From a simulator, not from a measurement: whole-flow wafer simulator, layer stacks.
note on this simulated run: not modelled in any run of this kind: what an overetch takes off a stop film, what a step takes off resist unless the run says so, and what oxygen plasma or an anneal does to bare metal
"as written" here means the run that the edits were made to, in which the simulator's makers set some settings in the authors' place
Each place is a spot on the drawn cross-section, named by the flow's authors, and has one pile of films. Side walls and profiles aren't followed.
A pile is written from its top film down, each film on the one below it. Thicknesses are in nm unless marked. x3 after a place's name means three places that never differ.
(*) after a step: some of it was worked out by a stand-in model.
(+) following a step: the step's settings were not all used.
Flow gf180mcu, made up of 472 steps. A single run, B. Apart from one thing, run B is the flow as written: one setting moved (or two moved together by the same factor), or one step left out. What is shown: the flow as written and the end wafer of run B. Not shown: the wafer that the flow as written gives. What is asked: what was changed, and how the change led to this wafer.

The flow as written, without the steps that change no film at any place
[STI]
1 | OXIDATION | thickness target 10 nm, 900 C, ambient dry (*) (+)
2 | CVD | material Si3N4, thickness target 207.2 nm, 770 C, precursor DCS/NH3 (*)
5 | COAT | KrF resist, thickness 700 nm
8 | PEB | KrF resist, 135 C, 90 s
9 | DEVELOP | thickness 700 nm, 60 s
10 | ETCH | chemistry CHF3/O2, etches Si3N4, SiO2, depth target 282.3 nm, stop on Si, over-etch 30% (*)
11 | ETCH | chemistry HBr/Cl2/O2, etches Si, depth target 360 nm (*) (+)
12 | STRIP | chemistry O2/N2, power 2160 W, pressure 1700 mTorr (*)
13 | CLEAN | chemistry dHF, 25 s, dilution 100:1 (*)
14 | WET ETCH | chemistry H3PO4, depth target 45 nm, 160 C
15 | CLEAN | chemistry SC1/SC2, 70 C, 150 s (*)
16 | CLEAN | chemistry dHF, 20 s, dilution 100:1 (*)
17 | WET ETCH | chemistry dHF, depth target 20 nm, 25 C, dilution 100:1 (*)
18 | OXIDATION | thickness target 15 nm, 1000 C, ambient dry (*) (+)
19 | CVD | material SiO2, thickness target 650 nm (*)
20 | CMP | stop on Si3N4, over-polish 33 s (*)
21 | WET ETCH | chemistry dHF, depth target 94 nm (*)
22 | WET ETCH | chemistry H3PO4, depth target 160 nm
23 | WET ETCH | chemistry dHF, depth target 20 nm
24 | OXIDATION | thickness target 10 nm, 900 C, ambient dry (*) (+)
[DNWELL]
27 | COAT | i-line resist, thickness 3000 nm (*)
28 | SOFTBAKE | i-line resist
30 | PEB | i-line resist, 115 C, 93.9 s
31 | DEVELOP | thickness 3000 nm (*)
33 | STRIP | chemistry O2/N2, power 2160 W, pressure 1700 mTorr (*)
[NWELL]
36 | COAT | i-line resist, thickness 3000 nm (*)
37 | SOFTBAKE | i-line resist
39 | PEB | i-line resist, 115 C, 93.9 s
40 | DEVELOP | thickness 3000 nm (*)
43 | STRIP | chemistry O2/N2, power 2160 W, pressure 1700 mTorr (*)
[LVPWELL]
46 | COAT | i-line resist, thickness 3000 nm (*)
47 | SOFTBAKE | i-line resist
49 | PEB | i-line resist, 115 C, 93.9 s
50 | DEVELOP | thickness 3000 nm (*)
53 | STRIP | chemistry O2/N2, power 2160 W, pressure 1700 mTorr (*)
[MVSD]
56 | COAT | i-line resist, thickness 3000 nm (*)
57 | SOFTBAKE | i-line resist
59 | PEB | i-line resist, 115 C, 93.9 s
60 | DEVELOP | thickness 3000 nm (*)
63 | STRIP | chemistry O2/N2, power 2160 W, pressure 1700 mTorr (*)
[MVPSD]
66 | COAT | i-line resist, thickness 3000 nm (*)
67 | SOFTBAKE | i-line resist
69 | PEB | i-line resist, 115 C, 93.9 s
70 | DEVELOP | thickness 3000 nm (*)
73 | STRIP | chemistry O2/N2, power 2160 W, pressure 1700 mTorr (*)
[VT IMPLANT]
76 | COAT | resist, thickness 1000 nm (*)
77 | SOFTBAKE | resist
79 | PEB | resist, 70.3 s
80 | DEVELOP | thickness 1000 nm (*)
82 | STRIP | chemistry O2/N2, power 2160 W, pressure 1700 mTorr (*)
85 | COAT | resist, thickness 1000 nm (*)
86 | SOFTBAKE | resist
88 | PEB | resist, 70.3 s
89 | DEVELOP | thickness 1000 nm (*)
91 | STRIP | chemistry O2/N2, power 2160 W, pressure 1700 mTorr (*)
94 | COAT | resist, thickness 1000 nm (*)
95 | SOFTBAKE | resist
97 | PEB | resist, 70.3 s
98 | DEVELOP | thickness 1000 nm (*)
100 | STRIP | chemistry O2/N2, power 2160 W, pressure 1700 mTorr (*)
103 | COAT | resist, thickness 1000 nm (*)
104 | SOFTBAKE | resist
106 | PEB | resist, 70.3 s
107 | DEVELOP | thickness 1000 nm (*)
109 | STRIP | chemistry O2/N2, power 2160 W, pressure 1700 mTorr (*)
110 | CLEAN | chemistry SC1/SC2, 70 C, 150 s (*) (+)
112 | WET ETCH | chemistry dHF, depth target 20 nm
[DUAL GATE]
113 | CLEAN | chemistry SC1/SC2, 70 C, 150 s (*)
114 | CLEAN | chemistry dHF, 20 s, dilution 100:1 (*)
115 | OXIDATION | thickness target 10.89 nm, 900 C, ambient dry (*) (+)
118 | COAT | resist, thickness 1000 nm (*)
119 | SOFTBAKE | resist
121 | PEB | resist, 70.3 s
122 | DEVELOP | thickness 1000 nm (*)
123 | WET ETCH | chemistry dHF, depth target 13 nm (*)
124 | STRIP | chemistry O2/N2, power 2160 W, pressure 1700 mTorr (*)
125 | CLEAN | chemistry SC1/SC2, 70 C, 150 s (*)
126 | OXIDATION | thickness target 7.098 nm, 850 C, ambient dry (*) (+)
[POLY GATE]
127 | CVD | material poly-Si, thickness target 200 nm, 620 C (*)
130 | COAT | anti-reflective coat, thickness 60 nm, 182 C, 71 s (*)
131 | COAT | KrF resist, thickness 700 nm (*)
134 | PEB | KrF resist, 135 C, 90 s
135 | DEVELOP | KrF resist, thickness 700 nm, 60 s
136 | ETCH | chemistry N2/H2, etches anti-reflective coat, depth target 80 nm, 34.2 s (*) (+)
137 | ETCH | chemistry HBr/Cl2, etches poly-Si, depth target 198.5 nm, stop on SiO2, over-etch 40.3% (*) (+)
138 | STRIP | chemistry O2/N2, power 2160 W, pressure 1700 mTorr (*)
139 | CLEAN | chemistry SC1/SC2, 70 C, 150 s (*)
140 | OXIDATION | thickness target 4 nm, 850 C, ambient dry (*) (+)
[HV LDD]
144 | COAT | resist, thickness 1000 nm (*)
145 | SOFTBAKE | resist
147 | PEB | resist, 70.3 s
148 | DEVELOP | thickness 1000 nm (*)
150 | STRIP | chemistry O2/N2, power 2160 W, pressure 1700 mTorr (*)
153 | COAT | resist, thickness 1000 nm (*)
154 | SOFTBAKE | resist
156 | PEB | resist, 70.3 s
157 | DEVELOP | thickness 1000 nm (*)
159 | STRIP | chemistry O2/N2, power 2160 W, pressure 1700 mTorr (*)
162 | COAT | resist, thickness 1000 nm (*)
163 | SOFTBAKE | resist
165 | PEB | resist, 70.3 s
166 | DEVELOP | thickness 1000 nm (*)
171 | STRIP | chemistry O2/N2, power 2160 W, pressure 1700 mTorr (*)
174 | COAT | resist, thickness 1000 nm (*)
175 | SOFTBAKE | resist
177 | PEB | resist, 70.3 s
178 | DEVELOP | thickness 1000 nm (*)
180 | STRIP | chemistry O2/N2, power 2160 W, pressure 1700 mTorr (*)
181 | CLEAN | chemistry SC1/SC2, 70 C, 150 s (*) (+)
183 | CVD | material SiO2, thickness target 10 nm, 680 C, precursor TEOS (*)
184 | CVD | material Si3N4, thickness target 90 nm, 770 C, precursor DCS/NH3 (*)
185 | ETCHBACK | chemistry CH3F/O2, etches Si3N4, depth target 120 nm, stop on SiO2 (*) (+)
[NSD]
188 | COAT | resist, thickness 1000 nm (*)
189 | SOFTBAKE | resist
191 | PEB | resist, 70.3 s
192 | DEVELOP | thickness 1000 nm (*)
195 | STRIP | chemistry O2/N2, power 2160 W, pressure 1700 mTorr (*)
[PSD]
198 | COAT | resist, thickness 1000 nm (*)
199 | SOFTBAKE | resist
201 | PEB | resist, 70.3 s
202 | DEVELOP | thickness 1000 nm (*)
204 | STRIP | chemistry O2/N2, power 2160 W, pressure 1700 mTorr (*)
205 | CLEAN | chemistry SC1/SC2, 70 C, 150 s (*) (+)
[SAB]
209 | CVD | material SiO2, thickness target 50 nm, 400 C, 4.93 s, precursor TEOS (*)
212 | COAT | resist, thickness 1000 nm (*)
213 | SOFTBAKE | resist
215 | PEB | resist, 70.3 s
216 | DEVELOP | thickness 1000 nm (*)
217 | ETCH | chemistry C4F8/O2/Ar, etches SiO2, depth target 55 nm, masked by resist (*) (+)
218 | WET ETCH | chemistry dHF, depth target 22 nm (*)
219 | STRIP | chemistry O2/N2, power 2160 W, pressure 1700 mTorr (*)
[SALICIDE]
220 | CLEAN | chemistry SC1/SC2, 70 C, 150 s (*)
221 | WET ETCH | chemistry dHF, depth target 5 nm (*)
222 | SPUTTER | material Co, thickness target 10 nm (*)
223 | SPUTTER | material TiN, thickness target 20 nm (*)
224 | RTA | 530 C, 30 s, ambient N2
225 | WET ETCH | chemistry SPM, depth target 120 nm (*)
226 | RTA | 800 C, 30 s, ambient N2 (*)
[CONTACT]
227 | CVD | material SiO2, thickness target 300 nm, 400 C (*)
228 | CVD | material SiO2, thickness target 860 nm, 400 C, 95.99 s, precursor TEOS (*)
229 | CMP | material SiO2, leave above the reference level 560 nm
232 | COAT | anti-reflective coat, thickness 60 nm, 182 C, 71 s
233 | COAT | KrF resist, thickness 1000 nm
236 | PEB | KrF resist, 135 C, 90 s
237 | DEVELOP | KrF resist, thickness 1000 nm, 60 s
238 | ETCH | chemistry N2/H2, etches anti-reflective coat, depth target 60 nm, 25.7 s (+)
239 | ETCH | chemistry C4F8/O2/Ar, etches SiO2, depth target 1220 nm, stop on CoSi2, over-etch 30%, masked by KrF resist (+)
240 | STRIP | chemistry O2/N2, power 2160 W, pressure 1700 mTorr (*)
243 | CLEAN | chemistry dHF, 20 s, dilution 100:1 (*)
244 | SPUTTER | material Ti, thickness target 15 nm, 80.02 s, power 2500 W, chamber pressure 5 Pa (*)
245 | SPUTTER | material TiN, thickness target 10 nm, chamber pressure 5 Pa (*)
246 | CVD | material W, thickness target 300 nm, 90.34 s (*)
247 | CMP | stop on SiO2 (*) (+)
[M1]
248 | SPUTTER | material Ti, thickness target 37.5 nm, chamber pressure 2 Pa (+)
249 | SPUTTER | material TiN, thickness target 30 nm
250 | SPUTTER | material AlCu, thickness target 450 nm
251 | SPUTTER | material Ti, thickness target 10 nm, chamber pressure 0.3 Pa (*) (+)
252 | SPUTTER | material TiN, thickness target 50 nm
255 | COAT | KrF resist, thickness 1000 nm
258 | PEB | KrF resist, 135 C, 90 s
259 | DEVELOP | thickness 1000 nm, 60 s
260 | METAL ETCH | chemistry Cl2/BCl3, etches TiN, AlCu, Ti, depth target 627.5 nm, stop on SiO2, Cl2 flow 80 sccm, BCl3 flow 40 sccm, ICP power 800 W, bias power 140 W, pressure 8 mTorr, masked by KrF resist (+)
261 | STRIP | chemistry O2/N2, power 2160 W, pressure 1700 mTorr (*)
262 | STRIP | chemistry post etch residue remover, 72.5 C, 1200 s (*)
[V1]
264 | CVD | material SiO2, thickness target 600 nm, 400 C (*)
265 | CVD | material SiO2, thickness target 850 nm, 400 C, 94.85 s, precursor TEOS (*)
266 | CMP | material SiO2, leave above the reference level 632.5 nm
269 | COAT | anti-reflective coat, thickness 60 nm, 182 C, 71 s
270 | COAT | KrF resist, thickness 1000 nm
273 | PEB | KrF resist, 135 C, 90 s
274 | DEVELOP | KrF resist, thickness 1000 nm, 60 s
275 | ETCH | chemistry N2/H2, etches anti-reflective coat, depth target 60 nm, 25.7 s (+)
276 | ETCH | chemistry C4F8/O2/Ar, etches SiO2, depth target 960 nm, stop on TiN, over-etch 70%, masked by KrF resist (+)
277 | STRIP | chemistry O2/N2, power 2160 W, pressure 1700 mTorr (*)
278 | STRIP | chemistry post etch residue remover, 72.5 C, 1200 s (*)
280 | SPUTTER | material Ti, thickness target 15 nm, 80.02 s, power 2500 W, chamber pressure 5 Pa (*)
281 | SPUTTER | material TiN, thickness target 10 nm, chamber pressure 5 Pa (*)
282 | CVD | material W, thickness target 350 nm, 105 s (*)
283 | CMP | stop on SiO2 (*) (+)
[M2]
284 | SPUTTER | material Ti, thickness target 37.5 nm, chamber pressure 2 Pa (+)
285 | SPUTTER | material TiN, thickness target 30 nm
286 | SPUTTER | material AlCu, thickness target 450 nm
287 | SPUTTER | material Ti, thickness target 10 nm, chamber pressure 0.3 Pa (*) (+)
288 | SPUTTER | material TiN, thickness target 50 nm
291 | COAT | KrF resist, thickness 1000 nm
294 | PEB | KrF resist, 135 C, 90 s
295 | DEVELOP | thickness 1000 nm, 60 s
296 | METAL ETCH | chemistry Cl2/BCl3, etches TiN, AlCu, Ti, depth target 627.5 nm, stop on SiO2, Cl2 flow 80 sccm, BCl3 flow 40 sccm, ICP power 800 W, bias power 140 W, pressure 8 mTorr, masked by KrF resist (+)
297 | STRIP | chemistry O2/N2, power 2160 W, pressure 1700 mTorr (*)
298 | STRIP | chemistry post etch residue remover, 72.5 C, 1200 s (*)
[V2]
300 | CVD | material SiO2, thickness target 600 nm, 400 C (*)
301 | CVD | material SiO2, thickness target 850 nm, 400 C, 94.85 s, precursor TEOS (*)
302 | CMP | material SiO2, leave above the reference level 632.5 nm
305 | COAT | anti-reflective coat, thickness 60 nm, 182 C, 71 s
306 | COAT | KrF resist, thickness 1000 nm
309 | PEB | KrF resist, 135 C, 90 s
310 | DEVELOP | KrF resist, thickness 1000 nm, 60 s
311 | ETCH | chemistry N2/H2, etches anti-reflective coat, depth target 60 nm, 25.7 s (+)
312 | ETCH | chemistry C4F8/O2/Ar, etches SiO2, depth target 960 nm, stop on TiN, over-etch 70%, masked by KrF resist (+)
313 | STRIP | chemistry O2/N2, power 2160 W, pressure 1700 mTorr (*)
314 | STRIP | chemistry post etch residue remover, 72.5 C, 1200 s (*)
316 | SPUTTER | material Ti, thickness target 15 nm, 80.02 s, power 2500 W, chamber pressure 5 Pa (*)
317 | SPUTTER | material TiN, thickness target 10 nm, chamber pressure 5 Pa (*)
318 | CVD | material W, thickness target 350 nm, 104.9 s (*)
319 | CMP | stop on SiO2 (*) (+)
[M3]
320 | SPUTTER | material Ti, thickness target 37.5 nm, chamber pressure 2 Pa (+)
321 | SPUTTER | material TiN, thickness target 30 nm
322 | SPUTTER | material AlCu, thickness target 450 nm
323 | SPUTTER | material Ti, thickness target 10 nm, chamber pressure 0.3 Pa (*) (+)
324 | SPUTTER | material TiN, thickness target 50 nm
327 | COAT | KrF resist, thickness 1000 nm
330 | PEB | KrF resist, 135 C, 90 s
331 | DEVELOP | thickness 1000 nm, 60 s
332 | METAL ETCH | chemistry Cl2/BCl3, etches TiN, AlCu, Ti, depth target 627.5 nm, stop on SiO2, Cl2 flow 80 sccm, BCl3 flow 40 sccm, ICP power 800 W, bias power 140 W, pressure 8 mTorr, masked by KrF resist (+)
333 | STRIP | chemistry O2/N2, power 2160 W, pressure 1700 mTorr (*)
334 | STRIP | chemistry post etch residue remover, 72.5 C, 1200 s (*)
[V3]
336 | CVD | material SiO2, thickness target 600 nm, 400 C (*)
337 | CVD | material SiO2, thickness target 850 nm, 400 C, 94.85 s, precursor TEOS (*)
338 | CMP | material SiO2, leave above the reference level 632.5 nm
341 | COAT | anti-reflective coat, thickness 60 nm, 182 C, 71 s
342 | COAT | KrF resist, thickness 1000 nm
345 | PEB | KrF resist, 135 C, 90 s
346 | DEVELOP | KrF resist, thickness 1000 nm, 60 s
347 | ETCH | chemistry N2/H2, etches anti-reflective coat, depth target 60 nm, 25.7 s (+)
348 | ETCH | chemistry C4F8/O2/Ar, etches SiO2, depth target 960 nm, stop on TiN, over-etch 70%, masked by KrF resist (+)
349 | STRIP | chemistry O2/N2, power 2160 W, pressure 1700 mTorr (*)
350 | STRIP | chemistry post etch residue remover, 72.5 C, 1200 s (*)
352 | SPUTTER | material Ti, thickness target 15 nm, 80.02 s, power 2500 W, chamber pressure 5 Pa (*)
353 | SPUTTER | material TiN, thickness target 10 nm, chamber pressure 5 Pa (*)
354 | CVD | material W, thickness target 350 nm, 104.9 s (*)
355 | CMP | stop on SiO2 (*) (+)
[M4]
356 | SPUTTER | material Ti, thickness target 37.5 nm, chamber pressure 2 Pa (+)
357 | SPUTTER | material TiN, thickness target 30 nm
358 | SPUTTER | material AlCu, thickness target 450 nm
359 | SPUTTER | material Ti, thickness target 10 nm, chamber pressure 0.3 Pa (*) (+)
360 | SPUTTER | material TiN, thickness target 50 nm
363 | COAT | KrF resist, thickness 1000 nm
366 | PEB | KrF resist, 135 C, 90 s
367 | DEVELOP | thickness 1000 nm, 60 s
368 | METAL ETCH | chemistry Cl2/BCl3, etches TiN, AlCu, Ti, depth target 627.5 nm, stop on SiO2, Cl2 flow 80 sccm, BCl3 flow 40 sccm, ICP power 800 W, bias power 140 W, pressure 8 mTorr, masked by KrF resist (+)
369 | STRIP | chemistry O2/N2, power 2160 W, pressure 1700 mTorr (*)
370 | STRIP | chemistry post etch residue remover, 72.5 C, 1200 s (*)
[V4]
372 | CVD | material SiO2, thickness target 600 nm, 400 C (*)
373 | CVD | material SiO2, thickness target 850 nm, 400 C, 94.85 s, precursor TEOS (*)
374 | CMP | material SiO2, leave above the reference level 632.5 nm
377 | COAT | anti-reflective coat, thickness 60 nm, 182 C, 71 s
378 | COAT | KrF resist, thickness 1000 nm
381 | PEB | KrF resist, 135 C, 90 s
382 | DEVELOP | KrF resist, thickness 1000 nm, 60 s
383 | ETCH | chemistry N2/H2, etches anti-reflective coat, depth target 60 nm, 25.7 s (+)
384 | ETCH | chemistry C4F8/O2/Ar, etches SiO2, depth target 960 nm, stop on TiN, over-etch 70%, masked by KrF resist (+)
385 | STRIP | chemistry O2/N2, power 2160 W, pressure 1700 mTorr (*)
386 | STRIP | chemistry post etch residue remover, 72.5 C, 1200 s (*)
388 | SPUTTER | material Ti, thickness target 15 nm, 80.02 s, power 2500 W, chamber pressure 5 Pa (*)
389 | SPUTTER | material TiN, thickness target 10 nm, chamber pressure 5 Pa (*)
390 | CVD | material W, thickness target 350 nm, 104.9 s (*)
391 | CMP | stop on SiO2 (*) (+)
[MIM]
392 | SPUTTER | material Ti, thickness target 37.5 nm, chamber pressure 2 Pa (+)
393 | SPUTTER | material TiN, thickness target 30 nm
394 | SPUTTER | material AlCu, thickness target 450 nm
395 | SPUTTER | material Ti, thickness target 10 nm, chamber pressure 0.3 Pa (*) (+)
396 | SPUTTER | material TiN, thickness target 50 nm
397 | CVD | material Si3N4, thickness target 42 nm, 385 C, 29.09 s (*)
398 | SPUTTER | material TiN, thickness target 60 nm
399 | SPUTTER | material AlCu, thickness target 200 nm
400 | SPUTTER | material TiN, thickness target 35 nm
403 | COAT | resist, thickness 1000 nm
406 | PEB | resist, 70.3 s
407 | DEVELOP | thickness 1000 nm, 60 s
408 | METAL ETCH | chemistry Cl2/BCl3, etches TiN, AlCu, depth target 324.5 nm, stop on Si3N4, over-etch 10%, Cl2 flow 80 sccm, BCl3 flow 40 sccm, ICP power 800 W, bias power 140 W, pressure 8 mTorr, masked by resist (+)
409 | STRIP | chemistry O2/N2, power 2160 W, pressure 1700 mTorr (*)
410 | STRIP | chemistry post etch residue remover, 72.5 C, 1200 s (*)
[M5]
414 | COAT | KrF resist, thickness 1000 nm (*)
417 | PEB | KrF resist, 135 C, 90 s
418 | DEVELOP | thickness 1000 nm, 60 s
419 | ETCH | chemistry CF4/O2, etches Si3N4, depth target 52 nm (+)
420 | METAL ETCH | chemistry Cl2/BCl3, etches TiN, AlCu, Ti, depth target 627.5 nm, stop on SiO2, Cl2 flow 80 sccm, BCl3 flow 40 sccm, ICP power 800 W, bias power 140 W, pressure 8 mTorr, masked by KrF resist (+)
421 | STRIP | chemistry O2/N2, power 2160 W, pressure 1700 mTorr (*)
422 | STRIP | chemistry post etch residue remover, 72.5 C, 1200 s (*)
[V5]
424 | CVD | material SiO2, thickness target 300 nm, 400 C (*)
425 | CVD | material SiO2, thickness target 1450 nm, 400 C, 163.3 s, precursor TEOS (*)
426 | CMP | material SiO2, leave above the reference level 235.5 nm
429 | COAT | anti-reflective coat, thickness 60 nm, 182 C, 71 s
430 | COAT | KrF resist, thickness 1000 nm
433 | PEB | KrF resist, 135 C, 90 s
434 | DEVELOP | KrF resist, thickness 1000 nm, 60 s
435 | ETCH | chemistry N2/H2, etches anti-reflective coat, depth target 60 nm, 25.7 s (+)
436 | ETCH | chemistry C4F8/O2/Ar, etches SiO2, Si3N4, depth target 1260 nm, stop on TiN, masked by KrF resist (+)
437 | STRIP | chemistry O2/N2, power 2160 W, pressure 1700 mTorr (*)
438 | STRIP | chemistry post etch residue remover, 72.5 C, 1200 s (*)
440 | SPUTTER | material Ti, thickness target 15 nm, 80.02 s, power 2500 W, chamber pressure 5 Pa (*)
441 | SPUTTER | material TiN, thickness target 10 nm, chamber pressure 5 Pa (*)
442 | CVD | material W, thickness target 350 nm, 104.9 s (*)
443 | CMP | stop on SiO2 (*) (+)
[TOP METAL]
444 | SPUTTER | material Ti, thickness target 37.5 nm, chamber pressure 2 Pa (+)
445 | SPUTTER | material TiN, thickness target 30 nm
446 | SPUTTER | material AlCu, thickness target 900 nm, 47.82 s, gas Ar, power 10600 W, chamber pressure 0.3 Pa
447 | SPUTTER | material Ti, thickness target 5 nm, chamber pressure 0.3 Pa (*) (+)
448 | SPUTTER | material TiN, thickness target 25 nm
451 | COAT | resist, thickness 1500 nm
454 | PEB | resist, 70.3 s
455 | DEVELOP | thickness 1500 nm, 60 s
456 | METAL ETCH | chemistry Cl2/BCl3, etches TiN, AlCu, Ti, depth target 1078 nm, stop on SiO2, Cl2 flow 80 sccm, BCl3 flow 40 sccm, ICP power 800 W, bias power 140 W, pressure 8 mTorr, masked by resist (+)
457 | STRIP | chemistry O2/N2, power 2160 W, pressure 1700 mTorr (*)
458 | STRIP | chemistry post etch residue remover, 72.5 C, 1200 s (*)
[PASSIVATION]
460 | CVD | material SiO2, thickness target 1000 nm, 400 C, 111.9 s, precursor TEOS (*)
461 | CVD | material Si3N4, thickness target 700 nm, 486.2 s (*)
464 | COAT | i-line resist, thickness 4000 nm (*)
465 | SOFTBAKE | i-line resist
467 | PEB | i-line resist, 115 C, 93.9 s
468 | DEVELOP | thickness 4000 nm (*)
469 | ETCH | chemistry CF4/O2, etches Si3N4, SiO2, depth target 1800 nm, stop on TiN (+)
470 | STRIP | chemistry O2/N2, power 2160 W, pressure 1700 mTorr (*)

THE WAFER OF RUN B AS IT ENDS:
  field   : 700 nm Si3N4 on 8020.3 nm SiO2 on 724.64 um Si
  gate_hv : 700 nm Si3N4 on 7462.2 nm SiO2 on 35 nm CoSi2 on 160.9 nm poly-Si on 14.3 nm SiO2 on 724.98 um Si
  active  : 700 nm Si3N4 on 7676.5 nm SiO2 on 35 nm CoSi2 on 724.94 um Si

Cause: step 394, SPUTTER: thickness target 243 nm was run, whereas the flow has thickness target 450 nm.

Step by step, how the change led to this:
  394 | SPUTTER | material AlCu, thickness target 450 nm
      field, field__w1, field__w2 and 108 more: AlCu gains 243 (new film) (in the flow as written it would be: AlCu gains 450 (new film))
  420 | METAL ETCH | chemistry Cl2/BCl3, etches TiN, AlCu, Ti, depth target 627.5 nm, stop on SiO2, Cl2 flow 80 sccm, BCl3 flow 40 sccm, ICP power 800 W, bias power 140 W, pressure 8 mTorr, masked by KrF resist (+)
      field, field__w1, field__w2 and 101 more: TiN loses 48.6 (all of it), Ti loses 10 (all of it), AlCu loses 243 (all of it), TiN loses 30 (all of it), Ti loses 37.5 (all of it) (in the flow as written it would be: TiN loses 48.6 (all of it), Ti loses 10 (all of it), AlCu loses 450 (all of it), TiN loses 30 (all of it), Ti loses 37.5 (all of it))
      field__w4, field__w8, contact, m1, m1__w1, mim, mim_1p0, m1_nw: KrF resist loses 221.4 (in the flow as written it would be: KrF resist loses 251)
  421 | STRIP | chemistry O2/N2, power 2160 W, pressure 1700 mTorr (*)
      field__w8, m1__w1: KrF resist loses 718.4 (all of it) (in the flow as written it would be: KrF resist loses 688.9 (all of it))
      contact, m1: KrF resist loses 718.9 (all of it) (in the flow as written it would be: KrF resist loses 689.3 (all of it))
      (as well as at 4 more places)
  426 | CMP | material SiO2, leave above the reference level 235.5 nm
      field, field__w1, field__w5 and 92 more: SiO2 loses 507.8 (in the flow as written it would be: SiO2 loses 300.8)
      field__w2, field__w3, field__w12 and 6 more: SiO2 loses 489.1 (in the flow as written it would be: SiO2 loses 272.7)
